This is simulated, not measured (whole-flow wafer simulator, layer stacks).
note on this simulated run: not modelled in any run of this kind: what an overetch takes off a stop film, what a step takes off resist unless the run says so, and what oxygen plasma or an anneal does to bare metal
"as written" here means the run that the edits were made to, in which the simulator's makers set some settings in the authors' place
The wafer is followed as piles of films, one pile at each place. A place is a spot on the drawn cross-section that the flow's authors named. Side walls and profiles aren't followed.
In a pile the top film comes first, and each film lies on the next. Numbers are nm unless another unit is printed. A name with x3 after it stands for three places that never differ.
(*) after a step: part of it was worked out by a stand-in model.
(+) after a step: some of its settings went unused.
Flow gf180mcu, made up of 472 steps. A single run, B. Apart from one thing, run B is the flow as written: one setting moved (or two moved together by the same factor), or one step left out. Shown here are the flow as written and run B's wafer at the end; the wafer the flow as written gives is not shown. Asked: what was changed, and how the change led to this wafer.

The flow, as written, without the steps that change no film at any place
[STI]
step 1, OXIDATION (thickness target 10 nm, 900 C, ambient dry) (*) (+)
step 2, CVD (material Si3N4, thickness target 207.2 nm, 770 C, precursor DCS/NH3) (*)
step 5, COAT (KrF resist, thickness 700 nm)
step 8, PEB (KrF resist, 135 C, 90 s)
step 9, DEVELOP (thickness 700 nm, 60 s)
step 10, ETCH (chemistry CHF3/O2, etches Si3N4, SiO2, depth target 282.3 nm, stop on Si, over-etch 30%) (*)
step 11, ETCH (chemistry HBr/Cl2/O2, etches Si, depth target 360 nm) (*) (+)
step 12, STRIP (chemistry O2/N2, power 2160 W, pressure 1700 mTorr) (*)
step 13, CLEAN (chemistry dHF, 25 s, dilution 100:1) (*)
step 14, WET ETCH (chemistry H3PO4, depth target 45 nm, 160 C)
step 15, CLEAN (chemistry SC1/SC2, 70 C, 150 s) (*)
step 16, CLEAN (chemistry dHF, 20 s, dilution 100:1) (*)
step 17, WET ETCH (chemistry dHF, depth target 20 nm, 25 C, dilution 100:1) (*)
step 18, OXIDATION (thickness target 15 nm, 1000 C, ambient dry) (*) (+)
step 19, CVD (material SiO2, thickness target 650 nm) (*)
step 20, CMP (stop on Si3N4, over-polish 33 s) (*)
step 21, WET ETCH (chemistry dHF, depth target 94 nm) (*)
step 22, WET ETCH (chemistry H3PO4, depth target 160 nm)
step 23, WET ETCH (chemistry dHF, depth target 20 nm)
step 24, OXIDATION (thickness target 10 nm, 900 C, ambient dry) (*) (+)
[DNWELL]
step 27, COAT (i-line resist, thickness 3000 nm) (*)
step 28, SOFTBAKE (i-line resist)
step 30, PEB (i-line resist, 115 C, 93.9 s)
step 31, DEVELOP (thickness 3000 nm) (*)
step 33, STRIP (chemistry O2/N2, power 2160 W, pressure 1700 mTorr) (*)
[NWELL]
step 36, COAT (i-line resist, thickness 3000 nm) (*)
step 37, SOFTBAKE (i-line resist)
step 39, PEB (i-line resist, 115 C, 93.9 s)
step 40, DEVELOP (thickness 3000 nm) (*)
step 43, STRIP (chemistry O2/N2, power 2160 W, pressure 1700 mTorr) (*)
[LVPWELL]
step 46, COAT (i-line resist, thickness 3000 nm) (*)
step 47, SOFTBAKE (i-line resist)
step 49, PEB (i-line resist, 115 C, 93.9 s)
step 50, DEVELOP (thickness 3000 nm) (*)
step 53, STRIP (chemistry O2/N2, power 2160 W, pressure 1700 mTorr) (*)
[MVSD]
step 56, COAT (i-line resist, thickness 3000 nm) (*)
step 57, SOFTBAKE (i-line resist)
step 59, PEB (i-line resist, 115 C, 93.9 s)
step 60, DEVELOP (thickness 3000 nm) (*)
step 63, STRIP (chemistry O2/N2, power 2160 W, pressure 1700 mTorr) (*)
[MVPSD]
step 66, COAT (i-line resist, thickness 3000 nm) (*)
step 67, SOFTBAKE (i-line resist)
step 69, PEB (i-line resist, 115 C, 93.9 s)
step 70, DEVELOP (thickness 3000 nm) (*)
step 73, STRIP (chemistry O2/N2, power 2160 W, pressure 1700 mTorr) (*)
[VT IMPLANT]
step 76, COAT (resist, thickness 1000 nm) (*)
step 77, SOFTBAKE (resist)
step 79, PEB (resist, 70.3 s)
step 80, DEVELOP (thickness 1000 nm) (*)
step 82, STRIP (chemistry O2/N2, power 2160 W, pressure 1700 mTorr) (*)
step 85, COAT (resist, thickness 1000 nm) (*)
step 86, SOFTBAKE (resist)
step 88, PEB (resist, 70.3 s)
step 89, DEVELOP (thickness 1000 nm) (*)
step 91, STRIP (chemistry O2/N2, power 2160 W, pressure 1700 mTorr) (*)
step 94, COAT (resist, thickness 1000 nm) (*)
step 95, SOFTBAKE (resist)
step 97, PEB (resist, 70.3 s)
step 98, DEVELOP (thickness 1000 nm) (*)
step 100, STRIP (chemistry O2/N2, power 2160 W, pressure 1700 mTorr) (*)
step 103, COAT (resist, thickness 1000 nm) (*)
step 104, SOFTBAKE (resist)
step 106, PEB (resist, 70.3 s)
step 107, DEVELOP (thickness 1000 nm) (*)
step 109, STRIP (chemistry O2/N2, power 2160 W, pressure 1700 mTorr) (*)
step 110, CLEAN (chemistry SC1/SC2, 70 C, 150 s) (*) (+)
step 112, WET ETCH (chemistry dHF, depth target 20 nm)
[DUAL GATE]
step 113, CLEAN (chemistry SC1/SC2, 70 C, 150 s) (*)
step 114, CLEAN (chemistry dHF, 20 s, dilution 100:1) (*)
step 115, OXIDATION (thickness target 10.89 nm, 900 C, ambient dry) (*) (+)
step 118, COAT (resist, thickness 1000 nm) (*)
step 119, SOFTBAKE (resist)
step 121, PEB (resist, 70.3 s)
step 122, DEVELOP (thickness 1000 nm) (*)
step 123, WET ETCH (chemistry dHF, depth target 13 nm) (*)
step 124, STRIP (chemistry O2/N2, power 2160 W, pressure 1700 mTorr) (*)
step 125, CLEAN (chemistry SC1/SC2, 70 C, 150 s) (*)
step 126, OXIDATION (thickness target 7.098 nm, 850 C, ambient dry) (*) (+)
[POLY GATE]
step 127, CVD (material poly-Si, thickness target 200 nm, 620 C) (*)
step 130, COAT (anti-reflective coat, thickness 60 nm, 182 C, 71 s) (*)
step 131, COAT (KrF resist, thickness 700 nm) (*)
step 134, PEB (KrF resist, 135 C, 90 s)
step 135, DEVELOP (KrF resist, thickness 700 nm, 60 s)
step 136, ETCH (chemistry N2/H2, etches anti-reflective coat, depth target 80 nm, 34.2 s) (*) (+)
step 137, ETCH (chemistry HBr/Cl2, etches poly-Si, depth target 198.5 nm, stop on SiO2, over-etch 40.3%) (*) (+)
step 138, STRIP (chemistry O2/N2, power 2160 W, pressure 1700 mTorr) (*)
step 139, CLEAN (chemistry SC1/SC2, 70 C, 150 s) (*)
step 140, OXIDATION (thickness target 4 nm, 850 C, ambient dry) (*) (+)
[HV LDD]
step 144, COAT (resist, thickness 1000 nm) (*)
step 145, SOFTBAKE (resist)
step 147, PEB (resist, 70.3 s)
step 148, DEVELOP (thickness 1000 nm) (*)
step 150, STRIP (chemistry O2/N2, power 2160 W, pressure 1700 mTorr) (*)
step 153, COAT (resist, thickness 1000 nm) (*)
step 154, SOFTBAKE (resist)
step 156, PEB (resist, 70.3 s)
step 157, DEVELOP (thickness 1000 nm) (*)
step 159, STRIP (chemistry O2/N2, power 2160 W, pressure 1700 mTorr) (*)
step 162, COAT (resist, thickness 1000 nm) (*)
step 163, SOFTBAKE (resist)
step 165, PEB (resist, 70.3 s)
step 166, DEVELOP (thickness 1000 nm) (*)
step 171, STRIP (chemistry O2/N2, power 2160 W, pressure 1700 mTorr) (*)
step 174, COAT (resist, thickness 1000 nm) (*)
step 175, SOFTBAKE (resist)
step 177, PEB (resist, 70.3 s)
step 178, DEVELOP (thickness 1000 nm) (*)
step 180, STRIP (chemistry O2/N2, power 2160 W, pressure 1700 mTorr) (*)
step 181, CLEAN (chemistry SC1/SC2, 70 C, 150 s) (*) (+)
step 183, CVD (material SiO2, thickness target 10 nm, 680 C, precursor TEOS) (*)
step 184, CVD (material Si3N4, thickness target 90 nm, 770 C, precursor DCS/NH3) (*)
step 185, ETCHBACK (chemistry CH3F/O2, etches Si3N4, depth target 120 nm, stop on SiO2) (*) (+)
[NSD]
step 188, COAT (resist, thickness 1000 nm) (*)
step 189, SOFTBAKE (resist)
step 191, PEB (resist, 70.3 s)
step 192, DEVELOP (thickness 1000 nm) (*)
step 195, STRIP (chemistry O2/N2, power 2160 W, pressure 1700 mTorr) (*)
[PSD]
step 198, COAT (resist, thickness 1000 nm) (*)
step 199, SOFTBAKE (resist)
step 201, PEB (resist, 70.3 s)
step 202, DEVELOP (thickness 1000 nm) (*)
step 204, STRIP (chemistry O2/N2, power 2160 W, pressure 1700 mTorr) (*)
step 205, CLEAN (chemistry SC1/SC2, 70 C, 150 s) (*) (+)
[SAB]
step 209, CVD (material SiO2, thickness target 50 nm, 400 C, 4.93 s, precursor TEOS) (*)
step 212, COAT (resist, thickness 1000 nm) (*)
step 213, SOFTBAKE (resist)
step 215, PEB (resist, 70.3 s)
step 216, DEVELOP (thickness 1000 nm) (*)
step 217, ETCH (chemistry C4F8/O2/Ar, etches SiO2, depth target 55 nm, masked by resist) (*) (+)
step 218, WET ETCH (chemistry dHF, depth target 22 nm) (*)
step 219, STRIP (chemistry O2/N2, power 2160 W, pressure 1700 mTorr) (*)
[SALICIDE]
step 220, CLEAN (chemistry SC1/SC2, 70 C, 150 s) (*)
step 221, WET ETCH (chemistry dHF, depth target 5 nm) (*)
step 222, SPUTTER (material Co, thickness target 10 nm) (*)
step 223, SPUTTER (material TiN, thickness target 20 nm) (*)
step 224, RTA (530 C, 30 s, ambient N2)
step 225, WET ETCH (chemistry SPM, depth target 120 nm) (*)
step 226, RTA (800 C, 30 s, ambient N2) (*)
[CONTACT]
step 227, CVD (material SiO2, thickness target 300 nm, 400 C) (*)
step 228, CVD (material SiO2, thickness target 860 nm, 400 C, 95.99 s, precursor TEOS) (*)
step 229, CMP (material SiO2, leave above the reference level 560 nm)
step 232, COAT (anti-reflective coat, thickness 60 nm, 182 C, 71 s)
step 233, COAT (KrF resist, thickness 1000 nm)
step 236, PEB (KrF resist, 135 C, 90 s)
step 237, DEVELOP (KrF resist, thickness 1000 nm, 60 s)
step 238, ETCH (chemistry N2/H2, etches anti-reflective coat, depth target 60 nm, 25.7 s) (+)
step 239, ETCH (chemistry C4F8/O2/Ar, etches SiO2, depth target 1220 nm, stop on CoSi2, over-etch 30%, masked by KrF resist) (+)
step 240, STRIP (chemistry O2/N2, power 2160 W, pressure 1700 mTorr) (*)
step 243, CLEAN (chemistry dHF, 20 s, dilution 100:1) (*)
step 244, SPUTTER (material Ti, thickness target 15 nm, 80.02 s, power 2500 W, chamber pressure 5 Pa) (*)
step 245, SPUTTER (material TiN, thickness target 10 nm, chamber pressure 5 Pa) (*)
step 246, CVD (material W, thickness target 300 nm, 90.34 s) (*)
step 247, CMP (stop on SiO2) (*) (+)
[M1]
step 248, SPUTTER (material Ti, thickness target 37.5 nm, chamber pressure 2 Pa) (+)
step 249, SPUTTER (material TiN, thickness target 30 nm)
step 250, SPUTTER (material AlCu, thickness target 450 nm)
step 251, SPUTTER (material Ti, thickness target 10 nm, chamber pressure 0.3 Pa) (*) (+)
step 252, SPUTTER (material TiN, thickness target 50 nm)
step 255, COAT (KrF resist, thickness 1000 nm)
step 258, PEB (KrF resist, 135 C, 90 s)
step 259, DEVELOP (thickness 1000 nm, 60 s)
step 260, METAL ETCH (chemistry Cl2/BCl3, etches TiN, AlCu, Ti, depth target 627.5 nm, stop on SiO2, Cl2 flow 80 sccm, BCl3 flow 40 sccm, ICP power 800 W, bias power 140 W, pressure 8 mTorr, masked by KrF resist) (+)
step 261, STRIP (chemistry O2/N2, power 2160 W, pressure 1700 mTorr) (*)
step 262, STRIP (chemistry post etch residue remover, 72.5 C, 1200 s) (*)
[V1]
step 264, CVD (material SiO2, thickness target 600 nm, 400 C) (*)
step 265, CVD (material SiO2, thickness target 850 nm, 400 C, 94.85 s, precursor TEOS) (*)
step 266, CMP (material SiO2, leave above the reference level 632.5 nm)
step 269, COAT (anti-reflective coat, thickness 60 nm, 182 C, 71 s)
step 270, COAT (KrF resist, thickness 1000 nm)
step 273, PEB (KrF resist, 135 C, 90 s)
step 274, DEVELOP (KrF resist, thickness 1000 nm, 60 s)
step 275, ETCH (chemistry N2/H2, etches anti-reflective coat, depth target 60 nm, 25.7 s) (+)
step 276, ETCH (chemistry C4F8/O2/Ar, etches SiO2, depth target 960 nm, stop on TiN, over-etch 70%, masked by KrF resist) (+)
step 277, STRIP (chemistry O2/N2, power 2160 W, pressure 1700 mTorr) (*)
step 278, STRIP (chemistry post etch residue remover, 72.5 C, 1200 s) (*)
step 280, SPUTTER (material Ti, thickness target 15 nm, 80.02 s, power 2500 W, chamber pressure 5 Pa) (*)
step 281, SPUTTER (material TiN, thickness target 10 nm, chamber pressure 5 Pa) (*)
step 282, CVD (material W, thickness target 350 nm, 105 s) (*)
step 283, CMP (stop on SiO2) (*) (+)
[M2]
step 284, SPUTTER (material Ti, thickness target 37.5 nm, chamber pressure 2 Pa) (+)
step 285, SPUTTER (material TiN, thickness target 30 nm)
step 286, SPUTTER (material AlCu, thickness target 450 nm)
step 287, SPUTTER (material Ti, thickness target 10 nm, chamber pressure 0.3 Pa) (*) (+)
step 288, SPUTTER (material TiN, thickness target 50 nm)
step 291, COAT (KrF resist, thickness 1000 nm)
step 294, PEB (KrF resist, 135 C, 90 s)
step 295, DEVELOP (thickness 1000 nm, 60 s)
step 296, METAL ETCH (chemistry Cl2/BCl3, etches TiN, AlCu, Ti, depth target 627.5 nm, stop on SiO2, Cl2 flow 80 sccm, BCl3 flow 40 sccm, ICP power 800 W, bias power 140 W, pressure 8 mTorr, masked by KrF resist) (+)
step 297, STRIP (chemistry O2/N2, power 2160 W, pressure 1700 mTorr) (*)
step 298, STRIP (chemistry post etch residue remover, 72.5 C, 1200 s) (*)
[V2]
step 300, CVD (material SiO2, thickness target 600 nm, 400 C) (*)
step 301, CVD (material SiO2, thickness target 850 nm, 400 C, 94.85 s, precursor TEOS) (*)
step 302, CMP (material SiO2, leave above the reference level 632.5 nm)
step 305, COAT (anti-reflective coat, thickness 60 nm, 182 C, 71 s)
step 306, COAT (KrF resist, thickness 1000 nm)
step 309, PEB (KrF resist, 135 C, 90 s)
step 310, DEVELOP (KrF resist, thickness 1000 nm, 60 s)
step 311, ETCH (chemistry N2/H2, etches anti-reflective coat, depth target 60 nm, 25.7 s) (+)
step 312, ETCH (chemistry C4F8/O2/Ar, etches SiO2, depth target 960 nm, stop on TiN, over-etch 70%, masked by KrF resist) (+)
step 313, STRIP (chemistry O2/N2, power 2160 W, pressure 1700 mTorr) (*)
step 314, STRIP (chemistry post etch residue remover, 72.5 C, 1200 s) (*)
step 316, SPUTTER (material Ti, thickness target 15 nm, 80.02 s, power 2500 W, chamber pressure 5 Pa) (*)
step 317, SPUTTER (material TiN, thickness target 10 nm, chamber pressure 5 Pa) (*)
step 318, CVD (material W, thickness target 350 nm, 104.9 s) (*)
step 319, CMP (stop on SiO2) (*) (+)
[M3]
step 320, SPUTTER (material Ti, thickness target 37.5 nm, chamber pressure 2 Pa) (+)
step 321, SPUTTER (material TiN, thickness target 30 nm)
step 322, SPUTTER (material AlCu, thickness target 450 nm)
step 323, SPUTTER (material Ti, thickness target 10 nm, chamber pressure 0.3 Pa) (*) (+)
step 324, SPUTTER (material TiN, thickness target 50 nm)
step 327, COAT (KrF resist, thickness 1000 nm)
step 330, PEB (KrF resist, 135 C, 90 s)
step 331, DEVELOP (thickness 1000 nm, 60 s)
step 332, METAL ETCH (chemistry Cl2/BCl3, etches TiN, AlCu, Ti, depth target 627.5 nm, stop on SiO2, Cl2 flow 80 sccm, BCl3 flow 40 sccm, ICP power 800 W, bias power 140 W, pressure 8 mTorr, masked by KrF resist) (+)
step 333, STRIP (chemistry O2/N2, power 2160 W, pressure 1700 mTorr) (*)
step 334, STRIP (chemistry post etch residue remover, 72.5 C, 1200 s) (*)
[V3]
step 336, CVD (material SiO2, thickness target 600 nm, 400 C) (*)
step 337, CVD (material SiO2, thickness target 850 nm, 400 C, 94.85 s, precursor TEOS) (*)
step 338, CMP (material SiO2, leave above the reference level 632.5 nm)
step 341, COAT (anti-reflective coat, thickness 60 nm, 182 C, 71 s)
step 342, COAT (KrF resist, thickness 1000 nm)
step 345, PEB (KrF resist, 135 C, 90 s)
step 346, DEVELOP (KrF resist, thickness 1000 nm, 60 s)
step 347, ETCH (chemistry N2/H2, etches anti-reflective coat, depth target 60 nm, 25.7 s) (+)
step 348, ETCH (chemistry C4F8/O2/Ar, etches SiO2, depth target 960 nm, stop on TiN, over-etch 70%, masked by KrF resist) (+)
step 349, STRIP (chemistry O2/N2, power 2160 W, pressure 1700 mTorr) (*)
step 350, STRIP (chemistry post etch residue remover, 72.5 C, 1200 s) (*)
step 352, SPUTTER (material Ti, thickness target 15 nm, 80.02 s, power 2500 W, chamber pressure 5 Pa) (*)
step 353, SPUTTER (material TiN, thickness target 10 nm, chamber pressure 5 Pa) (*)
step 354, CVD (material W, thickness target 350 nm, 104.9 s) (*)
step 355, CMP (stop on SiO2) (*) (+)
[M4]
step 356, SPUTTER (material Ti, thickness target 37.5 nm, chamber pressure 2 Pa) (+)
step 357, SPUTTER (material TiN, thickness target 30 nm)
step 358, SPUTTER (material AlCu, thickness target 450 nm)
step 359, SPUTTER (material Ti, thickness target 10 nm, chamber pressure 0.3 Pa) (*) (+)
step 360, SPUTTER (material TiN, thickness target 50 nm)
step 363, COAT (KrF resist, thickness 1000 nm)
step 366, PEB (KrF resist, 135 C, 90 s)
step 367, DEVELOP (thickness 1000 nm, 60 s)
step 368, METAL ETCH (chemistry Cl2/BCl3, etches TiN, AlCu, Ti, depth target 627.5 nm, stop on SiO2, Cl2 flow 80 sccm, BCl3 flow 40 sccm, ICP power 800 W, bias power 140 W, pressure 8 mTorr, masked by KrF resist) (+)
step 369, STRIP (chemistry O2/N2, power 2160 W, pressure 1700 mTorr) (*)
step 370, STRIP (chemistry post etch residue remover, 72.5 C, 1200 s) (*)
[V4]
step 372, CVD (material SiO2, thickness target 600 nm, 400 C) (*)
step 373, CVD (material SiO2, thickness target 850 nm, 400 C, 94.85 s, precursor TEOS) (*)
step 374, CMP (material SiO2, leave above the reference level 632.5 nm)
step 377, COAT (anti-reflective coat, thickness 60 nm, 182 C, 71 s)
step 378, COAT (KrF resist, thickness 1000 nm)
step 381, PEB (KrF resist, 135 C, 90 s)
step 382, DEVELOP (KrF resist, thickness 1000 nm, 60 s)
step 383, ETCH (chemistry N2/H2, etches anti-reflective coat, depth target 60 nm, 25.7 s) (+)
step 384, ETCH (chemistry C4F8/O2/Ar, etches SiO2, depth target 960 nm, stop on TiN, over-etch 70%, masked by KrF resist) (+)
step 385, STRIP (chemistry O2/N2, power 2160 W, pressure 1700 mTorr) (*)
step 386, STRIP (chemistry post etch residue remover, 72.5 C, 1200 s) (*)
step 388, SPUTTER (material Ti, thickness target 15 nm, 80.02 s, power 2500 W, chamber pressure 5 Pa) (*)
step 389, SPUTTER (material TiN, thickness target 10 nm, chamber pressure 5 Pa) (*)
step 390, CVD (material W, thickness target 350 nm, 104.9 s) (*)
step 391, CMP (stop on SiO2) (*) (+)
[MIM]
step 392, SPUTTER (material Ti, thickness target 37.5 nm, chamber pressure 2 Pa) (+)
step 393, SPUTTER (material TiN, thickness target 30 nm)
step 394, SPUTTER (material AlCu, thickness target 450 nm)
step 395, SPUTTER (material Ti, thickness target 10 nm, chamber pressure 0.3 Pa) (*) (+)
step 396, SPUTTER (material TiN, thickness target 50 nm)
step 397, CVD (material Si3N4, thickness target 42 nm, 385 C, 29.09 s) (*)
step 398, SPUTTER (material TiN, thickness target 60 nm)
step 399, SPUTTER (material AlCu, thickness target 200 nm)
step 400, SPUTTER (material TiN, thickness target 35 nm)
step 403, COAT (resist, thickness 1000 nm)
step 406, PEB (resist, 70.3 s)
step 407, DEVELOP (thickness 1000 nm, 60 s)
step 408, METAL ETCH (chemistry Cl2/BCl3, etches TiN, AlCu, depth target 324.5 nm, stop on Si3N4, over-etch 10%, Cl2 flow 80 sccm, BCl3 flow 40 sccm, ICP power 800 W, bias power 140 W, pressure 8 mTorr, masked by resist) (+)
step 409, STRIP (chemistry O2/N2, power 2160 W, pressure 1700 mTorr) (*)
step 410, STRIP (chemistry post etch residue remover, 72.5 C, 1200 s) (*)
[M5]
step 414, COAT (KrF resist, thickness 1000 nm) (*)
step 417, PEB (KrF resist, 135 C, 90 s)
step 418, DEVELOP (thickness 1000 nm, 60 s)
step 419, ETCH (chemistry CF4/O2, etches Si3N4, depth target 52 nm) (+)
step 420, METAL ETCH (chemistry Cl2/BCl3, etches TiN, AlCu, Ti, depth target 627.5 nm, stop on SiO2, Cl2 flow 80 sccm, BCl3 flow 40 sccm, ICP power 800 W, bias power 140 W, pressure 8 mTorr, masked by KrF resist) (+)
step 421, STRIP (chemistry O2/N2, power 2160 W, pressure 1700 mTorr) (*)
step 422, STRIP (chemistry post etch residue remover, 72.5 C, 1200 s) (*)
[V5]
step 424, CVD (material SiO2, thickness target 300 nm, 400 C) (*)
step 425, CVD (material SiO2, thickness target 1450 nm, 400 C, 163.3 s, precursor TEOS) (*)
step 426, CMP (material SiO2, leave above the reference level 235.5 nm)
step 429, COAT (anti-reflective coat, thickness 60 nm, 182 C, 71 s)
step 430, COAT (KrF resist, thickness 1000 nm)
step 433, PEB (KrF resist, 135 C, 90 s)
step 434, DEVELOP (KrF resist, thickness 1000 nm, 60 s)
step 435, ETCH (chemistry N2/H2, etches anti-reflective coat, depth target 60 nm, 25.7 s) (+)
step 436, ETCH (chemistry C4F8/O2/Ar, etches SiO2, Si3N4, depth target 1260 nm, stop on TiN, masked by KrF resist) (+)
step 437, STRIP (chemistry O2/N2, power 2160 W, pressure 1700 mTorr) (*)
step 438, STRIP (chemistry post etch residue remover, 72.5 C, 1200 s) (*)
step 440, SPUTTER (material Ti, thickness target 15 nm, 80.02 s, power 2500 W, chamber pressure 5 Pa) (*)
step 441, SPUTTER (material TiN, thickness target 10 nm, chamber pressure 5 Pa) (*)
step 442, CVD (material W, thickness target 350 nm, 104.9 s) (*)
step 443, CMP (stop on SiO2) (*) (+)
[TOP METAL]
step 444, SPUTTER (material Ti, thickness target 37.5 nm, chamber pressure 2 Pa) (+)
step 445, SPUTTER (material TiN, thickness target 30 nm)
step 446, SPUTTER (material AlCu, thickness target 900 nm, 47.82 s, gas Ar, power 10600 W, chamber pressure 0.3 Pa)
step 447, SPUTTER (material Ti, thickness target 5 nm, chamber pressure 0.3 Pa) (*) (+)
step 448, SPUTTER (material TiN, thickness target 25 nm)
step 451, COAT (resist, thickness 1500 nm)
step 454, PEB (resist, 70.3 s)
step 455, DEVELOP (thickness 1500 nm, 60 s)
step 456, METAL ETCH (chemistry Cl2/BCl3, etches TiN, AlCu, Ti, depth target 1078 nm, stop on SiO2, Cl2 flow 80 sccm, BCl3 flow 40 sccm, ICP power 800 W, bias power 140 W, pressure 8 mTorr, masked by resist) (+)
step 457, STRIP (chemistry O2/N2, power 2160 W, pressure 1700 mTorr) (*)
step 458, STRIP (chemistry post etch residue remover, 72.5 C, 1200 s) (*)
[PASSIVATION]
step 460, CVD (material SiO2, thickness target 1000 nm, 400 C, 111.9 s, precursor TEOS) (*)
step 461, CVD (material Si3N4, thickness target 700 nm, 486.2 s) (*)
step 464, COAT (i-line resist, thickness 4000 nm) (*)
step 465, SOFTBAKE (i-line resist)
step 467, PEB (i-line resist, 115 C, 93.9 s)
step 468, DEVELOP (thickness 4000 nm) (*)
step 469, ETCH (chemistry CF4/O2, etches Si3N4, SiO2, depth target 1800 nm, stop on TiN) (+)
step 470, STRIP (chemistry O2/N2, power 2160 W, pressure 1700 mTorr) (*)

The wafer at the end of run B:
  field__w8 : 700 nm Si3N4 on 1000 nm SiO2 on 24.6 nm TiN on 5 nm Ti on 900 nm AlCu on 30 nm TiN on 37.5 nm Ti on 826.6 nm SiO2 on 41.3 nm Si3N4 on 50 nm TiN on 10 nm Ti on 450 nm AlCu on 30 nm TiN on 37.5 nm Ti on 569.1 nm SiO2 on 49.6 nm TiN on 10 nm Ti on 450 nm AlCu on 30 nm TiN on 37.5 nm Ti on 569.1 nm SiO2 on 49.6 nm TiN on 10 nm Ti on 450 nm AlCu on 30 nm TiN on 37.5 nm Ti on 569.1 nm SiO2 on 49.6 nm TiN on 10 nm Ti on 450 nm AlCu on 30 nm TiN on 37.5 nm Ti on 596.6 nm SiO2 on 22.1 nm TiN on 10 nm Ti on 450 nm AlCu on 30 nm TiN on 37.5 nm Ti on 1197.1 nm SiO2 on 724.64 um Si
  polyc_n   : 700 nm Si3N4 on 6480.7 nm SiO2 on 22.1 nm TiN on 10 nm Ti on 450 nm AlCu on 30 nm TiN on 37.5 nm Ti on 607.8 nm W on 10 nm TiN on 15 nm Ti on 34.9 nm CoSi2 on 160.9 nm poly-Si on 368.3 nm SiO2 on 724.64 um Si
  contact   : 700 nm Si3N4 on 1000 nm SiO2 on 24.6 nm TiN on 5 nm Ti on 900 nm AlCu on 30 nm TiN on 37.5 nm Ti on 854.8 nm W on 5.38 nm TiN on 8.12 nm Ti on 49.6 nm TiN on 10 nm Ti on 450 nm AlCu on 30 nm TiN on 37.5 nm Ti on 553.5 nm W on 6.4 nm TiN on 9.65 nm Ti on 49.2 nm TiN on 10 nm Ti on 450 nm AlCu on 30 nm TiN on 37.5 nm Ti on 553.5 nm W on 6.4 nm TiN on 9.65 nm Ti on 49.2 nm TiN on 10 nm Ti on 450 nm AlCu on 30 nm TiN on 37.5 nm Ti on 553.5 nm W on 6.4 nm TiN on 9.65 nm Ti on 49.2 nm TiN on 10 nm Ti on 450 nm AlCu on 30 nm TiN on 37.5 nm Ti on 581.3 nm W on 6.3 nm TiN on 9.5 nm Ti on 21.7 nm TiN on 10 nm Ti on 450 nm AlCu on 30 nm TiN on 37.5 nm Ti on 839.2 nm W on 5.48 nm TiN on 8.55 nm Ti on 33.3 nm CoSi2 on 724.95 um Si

What caused this: step 252, SPUTTER: thickness target 22.5 nm was run, whereas the flow has thickness target 50 nm.

The path from the change to this, step by step:
  step 252, SPUTTER (material TiN, thickness target 50 nm)
      field, field__w1, field__w2 and 108 more: +22.5 TiN (new film) (in the flow as written it would be: +50 TiN (new film))
  step 260, METAL ETCH (chemistry Cl2/BCl3, etches TiN, AlCu, Ti, depth target 627.5 nm, stop on SiO2, Cl2 flow 80 sccm, BCl3 flow 40 sccm, ICP power 800 W, bias power 140 W, pressure 8 mTorr, masked by KrF resist) (+)
      field, field__w1, field__w2 and 99 more: -22.5 TiN (all of it), -10 Ti (all of it), -450 AlCu (all of it), -30 TiN (all of it), -37.5 Ti (all of it) (in the flow as written it would be: -50 TiN (all of it), -10 Ti (all of it), -450 AlCu (all of it), -30 TiN (all of it), -37.5 Ti (all of it))
  step 266, CMP (material SiO2, leave above the reference level 632.5 nm)
      field__w8, contact, m1 and 6 more: -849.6 SiO2 (in the flow as written it would be: -877.1 SiO2)
  step 276, ETCH (chemistry C4F8/O2/Ar, etches SiO2, depth target 960 nm, stop on TiN, over-etch 70%, masked by KrF resist) (+)
      contact: -600 SiO2 (all of it) (in the flow as written it would be: -572.5 SiO2 (all of it))
  step 282, CVD (material W, thickness target 350 nm, 105 s) (*)
      contact: +960 W (new film) (in the flow as written it would be: +932.3 W (new film))
